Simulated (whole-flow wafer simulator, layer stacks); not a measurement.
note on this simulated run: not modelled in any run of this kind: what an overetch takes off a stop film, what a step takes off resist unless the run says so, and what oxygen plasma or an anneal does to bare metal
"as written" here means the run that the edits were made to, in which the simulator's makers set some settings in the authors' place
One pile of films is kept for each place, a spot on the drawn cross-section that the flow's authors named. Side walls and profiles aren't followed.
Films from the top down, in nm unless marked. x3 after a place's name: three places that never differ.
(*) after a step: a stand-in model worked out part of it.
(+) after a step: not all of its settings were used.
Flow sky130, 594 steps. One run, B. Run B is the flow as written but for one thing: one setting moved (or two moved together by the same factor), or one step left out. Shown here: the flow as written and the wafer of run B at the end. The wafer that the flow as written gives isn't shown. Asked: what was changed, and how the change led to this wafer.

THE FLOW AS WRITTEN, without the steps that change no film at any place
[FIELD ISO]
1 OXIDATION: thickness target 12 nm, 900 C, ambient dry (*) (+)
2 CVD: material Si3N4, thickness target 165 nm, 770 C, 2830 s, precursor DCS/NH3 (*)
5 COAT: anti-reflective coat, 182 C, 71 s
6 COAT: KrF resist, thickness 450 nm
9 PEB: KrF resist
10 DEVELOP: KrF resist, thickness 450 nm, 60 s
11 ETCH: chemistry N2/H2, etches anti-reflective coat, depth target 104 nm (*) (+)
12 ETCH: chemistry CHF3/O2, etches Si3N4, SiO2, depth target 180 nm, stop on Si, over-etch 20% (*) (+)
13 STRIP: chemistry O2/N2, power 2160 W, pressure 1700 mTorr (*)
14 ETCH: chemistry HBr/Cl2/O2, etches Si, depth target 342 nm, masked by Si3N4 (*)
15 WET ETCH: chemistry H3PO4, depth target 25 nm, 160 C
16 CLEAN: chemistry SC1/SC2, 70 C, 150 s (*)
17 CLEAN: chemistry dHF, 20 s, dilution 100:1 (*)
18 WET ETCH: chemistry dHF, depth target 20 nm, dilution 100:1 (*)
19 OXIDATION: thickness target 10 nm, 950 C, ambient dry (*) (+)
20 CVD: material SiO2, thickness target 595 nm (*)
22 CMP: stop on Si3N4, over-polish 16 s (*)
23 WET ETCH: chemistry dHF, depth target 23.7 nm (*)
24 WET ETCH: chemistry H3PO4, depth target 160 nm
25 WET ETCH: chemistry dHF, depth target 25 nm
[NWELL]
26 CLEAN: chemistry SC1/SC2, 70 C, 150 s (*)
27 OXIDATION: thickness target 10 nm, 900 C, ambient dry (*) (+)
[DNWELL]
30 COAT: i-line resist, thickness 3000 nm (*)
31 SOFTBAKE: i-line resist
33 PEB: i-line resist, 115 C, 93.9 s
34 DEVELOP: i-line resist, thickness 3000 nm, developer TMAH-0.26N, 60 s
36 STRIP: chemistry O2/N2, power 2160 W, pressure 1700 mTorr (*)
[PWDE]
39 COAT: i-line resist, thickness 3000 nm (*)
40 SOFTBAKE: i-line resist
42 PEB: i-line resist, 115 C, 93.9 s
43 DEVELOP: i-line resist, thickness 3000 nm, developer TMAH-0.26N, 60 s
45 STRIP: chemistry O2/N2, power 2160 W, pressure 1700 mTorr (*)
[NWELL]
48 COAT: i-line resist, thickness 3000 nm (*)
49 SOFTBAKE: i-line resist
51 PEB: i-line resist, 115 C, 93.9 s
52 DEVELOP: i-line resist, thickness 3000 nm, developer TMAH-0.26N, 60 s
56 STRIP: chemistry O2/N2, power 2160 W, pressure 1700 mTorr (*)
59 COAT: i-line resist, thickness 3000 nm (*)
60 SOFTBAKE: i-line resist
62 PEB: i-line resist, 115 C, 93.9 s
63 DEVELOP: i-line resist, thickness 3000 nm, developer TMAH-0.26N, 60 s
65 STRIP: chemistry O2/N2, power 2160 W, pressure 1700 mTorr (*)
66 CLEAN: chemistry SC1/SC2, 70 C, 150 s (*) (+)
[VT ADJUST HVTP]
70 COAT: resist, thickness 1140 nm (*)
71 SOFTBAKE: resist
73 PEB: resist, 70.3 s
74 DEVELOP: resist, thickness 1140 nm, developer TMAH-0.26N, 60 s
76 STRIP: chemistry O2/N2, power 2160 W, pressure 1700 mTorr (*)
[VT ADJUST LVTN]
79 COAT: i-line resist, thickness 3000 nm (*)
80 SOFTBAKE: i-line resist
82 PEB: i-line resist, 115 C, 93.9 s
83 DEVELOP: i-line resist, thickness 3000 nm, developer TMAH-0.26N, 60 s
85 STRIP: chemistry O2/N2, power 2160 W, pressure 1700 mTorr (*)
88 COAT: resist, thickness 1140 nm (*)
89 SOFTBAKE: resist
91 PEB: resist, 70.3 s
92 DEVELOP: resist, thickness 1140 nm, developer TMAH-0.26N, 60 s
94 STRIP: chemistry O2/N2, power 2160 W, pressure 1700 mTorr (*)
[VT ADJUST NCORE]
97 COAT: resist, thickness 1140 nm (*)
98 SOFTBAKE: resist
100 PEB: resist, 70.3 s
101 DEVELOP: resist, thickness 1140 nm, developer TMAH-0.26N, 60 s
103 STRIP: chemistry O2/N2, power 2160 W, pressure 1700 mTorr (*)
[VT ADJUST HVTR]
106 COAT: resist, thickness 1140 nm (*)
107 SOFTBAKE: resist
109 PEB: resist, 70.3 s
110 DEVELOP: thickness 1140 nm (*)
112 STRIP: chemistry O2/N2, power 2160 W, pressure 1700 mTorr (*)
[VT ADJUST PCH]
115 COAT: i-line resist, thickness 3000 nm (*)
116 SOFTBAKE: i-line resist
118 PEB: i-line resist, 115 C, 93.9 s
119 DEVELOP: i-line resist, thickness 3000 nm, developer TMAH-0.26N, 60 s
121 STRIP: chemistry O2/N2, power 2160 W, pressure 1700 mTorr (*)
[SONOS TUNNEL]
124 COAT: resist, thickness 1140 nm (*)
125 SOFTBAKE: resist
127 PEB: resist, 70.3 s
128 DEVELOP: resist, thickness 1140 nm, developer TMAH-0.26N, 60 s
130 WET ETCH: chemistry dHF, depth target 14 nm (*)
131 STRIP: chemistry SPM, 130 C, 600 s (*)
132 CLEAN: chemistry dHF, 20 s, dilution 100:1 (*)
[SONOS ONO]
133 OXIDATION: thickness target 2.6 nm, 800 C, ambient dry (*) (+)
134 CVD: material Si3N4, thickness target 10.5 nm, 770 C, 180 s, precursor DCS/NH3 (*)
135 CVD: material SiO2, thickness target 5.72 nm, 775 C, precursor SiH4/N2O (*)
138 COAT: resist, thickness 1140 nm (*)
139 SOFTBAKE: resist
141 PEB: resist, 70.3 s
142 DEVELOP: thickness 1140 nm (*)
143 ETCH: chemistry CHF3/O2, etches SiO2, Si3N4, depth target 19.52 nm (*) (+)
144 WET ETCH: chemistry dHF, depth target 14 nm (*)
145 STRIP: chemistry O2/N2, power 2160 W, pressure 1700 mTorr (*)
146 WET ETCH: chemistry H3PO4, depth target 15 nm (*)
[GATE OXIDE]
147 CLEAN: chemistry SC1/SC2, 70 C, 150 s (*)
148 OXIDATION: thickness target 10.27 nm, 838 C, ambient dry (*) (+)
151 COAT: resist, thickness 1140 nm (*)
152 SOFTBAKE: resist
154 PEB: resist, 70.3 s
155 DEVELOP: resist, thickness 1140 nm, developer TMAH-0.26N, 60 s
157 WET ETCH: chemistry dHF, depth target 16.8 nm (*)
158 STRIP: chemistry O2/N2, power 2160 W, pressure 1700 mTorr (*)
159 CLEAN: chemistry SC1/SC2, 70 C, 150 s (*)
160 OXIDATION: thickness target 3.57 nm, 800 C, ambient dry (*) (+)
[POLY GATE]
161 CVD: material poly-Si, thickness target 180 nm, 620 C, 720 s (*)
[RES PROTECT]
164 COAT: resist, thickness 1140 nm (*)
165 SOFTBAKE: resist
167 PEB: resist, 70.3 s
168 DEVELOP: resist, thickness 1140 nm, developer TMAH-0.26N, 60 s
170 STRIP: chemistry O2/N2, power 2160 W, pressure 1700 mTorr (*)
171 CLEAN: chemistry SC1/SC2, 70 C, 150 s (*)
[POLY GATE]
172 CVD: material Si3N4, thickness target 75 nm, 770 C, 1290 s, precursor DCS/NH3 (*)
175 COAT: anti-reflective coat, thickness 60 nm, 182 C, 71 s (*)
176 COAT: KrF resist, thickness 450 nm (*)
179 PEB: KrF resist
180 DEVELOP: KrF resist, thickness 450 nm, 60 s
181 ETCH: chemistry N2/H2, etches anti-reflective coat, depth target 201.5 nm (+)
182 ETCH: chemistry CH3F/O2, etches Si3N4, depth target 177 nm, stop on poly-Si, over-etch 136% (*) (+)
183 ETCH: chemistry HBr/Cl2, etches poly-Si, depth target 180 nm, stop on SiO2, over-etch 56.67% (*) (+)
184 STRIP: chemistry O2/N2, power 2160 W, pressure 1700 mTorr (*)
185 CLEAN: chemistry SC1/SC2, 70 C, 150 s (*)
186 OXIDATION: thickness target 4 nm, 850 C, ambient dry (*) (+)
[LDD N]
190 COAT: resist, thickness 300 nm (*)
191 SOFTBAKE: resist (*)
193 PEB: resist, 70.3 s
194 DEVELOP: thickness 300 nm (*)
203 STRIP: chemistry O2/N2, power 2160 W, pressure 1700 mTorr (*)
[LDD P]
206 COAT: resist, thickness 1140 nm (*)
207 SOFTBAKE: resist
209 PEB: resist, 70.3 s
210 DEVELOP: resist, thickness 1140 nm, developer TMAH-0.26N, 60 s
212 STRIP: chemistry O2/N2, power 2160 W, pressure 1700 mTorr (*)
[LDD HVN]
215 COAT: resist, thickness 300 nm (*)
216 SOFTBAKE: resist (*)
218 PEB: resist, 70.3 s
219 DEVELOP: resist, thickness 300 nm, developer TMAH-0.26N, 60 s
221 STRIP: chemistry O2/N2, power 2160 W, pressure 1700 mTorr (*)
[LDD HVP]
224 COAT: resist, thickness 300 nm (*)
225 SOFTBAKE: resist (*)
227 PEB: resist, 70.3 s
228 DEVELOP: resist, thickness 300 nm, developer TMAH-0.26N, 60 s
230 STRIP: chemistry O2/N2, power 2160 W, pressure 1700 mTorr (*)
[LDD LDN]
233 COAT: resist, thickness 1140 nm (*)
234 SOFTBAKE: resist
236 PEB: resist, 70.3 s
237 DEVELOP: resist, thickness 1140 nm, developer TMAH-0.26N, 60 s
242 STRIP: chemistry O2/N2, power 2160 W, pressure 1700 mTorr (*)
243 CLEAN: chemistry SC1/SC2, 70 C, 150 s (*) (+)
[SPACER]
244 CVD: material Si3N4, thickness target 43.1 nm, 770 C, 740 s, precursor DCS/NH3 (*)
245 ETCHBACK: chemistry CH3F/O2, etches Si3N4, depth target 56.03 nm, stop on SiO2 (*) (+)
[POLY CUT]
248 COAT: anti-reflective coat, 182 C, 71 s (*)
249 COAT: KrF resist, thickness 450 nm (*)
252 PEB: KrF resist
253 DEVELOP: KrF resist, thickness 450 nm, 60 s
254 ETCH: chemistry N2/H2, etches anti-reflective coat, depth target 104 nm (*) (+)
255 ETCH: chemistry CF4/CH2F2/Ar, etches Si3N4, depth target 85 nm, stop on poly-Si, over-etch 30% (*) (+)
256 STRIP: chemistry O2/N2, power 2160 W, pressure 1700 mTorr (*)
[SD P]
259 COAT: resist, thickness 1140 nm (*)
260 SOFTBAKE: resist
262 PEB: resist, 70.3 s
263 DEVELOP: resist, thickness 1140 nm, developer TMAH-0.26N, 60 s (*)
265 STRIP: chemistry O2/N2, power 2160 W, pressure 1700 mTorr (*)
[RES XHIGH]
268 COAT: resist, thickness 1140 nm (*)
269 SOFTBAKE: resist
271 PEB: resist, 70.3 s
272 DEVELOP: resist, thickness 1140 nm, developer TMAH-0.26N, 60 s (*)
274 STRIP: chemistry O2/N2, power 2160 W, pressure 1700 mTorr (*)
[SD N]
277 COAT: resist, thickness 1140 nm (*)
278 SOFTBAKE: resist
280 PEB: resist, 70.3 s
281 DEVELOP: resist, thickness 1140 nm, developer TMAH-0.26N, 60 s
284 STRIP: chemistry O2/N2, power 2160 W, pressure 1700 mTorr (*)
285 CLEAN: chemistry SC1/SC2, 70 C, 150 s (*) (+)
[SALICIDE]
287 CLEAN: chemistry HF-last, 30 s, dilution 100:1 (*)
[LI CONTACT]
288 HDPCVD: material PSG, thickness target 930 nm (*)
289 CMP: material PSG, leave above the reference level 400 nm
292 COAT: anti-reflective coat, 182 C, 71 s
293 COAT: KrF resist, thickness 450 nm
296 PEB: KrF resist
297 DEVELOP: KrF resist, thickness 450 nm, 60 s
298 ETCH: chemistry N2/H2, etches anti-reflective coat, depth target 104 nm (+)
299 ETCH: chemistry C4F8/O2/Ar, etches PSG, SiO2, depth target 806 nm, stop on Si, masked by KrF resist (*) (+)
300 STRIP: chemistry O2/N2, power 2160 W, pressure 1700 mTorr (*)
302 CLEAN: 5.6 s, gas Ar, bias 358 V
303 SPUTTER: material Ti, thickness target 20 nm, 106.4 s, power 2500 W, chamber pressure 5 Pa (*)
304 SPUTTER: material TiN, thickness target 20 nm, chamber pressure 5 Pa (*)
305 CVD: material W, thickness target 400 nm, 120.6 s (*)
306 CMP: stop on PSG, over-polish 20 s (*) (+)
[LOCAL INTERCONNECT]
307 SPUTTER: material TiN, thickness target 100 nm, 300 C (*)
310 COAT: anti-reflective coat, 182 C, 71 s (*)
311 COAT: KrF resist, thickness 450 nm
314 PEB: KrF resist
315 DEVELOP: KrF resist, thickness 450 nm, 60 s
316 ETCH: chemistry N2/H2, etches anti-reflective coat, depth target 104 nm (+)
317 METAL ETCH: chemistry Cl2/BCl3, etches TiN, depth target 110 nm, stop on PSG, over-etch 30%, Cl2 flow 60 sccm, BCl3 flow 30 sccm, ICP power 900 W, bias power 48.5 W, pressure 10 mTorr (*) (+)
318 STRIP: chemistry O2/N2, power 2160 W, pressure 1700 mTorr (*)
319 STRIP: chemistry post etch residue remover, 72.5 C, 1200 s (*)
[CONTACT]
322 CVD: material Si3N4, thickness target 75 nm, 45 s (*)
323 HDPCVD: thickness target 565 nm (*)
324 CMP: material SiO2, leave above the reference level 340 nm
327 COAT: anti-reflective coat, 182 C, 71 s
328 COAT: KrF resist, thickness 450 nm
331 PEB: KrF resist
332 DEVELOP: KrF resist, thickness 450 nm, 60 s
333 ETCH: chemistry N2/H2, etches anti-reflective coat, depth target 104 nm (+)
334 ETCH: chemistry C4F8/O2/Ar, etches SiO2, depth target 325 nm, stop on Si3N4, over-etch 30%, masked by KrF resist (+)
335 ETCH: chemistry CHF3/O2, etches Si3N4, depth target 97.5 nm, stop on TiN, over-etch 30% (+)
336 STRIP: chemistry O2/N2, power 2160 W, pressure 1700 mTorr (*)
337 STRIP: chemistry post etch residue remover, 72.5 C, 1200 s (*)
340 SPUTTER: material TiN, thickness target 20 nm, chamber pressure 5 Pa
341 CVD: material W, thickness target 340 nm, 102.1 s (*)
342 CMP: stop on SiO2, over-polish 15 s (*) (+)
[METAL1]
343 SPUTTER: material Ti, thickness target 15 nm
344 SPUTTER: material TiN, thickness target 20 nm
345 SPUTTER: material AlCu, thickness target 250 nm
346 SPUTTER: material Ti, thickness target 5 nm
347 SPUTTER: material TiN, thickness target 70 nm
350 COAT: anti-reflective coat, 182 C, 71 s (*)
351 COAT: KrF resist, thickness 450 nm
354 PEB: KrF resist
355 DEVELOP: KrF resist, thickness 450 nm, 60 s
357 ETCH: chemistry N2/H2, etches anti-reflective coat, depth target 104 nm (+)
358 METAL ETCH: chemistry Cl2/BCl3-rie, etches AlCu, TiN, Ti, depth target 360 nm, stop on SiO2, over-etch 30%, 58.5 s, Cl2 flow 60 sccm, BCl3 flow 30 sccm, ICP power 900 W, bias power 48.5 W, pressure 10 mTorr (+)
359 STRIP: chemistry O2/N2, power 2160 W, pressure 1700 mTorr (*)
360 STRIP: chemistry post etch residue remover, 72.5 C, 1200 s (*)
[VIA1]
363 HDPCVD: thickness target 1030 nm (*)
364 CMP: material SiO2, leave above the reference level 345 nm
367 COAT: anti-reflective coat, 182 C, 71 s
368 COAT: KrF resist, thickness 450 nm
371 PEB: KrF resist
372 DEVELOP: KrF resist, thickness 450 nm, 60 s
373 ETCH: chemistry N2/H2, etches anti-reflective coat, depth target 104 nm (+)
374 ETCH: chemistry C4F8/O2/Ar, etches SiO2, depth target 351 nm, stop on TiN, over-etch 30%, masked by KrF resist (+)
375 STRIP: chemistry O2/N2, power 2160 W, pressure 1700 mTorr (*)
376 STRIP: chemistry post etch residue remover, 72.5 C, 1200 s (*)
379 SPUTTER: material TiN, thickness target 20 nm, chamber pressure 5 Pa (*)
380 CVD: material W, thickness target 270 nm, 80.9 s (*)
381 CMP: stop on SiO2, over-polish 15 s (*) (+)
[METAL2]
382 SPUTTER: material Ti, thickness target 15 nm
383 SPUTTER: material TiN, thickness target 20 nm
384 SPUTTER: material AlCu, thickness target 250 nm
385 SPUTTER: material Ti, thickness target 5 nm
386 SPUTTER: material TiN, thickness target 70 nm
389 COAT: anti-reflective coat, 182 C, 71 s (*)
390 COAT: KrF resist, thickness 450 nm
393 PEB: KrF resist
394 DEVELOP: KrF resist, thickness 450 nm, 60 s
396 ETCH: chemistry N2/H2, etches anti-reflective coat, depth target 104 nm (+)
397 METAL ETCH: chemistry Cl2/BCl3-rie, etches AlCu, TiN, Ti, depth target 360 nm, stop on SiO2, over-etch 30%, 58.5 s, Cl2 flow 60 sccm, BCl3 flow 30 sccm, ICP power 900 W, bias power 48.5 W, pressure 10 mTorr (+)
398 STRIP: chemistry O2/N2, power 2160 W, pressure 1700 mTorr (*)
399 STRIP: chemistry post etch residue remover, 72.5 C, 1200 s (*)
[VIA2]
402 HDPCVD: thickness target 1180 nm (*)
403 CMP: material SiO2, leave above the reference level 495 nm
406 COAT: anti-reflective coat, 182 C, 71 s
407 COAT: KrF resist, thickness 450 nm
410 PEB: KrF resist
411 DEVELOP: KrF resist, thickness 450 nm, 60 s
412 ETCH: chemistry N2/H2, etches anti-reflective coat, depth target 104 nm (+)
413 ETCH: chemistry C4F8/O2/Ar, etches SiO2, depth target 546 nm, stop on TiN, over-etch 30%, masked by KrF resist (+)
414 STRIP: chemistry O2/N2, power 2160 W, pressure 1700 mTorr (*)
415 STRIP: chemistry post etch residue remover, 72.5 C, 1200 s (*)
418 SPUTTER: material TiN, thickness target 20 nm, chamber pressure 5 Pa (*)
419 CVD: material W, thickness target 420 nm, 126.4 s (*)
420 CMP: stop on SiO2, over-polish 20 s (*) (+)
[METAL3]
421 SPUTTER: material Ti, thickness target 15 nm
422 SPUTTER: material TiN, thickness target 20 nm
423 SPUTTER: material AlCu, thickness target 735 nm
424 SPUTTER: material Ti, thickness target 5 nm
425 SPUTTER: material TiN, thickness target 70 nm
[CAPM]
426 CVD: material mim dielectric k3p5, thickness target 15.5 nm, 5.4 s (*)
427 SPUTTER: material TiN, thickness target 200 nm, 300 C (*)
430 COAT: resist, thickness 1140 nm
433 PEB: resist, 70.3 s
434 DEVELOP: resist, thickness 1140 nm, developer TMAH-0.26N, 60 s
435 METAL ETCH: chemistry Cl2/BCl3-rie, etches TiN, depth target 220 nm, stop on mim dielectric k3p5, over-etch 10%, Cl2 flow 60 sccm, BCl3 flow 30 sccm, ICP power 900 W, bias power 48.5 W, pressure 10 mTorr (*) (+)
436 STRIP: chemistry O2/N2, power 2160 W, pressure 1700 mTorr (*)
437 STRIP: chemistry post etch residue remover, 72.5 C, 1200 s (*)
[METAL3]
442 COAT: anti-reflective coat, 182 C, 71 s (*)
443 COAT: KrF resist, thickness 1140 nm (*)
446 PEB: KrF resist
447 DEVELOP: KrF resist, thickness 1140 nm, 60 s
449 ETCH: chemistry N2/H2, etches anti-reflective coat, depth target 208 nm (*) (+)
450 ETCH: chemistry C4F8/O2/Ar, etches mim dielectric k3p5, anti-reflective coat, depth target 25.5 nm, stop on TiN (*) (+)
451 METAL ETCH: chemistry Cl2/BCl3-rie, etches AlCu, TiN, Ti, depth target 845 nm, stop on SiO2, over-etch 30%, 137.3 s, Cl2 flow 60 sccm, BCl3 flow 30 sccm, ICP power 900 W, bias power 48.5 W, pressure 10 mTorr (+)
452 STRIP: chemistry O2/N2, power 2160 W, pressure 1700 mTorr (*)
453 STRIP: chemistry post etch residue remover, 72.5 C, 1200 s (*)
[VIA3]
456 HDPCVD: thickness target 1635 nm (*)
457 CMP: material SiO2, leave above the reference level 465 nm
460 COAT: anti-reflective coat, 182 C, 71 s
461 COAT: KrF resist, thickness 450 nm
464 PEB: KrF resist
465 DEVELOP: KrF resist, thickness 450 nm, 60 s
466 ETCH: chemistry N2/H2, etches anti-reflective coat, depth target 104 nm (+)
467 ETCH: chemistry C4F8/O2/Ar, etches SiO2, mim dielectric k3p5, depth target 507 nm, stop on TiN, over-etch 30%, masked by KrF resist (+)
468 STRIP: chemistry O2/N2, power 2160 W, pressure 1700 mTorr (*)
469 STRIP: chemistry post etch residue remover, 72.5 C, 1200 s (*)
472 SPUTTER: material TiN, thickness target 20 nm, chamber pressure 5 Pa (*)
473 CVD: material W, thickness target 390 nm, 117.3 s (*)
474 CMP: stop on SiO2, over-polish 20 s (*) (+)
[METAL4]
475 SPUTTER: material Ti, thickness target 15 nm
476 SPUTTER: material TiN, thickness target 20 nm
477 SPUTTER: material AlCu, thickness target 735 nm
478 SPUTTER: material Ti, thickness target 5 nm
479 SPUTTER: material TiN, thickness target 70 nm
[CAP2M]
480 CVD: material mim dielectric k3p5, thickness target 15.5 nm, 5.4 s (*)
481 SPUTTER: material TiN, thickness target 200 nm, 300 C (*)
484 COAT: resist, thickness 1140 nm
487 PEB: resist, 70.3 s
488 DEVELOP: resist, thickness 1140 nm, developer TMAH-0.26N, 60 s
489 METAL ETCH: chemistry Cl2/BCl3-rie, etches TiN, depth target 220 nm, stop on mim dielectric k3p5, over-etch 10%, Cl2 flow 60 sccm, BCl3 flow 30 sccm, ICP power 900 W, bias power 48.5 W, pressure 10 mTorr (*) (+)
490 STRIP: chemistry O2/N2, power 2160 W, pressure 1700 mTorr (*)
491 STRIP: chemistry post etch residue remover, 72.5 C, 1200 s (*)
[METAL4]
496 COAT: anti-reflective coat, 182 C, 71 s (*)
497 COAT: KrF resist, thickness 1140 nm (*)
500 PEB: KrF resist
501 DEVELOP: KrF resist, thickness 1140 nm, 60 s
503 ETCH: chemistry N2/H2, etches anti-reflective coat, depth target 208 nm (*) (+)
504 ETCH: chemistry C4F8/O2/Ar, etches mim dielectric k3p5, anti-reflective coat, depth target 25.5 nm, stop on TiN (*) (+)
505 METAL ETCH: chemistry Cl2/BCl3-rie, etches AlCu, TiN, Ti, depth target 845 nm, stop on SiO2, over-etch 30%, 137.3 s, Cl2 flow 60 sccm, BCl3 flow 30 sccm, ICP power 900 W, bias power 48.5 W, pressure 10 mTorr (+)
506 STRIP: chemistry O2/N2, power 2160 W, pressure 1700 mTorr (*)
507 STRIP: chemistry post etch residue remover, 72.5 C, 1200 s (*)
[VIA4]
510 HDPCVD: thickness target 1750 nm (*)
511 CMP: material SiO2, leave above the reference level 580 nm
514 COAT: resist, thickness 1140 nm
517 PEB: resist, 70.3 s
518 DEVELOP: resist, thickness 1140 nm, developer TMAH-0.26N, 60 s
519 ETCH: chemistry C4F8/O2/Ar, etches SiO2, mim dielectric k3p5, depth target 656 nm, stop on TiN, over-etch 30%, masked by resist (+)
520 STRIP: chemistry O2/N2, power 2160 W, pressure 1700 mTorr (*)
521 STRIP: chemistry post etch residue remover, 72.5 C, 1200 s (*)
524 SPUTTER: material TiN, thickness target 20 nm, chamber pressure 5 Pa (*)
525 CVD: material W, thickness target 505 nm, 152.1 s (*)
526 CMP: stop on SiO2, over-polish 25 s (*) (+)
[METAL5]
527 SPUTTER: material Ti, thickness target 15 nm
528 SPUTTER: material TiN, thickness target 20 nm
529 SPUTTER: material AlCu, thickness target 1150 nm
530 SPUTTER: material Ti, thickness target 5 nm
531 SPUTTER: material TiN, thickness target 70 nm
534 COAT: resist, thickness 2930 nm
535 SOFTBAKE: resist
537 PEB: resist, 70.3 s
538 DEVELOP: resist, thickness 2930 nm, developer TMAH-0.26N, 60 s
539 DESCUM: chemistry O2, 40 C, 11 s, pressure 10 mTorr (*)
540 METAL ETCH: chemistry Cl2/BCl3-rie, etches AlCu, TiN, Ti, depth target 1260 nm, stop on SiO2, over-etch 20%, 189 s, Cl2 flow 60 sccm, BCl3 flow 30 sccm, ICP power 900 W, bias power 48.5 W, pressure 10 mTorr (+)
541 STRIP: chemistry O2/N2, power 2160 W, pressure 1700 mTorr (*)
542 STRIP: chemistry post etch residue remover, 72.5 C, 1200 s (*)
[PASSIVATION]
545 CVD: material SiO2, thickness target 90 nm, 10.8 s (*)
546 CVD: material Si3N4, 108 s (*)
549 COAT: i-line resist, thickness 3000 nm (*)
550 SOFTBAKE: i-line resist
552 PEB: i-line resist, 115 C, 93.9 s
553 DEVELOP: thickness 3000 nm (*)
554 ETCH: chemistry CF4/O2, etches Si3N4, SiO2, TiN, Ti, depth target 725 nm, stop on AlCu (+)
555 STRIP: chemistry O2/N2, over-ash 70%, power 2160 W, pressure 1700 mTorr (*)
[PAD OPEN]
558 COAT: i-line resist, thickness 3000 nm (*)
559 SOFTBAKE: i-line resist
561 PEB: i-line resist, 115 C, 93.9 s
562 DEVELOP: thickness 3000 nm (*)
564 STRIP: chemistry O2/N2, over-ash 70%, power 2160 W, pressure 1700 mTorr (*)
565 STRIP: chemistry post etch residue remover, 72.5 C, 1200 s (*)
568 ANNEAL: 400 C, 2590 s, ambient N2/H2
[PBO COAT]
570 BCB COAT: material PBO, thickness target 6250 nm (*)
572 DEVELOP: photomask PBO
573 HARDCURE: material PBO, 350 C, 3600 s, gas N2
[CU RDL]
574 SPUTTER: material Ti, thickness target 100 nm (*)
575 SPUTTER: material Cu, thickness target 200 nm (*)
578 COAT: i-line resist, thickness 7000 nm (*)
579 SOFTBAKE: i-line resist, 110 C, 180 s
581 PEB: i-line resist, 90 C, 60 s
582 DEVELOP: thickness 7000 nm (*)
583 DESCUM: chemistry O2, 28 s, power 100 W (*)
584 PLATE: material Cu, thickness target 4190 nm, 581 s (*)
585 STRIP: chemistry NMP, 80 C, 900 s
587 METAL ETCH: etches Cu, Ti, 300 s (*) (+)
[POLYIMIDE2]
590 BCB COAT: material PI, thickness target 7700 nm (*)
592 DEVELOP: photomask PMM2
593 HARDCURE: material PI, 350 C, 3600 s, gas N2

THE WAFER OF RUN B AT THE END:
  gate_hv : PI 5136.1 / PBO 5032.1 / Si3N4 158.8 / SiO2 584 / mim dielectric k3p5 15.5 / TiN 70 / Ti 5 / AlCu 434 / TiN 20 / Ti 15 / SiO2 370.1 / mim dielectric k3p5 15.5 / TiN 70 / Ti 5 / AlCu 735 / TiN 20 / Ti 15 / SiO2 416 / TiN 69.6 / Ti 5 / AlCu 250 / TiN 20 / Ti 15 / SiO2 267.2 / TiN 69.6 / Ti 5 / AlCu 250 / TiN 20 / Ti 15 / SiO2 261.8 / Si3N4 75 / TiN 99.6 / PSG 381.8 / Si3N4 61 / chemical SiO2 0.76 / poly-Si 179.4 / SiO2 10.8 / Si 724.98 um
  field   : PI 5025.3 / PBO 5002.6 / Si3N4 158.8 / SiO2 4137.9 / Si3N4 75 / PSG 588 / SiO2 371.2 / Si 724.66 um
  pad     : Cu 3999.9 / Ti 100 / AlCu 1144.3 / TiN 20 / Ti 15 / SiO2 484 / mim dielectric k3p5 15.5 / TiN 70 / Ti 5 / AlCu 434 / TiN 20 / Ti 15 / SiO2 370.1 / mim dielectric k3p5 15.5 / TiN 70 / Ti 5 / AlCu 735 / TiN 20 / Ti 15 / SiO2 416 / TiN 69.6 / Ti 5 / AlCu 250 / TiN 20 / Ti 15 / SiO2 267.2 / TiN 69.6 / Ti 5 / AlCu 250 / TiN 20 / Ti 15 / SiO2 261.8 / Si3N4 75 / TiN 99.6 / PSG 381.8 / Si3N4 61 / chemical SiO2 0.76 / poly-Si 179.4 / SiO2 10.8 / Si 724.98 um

The cause: step 477, SPUTTER: thickness target 434 nm was run, where the flow has thickness target 735 nm.
It can be read off the wafer: gate_hv has AlCu 434, and step 477 as written asks for 735 nm.

How the change led to this, step by step:
  477 SPUTTER: material AlCu, thickness target 735 nm
      field, active, n_well and 189 more: AlCu +434 (new film) (as written it would be: AlCu +735 (new film))
  505 METAL ETCH: chemistry Cl2/BCl3-rie, etches AlCu, TiN, Ti, depth target 845 nm, stop on SiO2, over-etch 30%, 137.3 s, Cl2 flow 60 sccm, BCl3 flow 30 sccm, ICP power 900 W, bias power 48.5 W, pressure 10 mTorr (+)
      field, gate, spacer and 61 more: TiN -70 (all of it), Ti -5 (all of it), AlCu -434 (all of it), TiN -20 (all of it), Ti -15 (all of it), SiO2 -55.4 (as written it would be: TiN -70 (all of it), Ti -5 (all of it), AlCu -735 (all of it), TiN -20 (all of it), Ti -15 (all of it), SiO2 -25.4)
      vpp_iso1, m1_ln, poly_licon and 8 more: TiN -70 (all of it), Ti -5 (all of it), AlCu -434 (all of it), TiN -20 (all of it), Ti -15 (all of it), SiO2 -55.4 (as written it would be: TiN -70 (all of it), Ti -5 (all of it), AlCu -735 (all of it), TiN -20 (all of it), Ti -15 (all of it), SiO2 -25.3)
      (and at 13 more places)
  511 CMP: material SiO2, leave above the reference level 580 nm
      field, active, gate and 67 more: SiO2 -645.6 (as written it would be: SiO2 -374.7)
      vpp_ln, vpp_iso2, mim_edge_plate and 7 more: SiO2 -645.5 (as written it would be: SiO2 -374.7)
      (and at 8 more places)
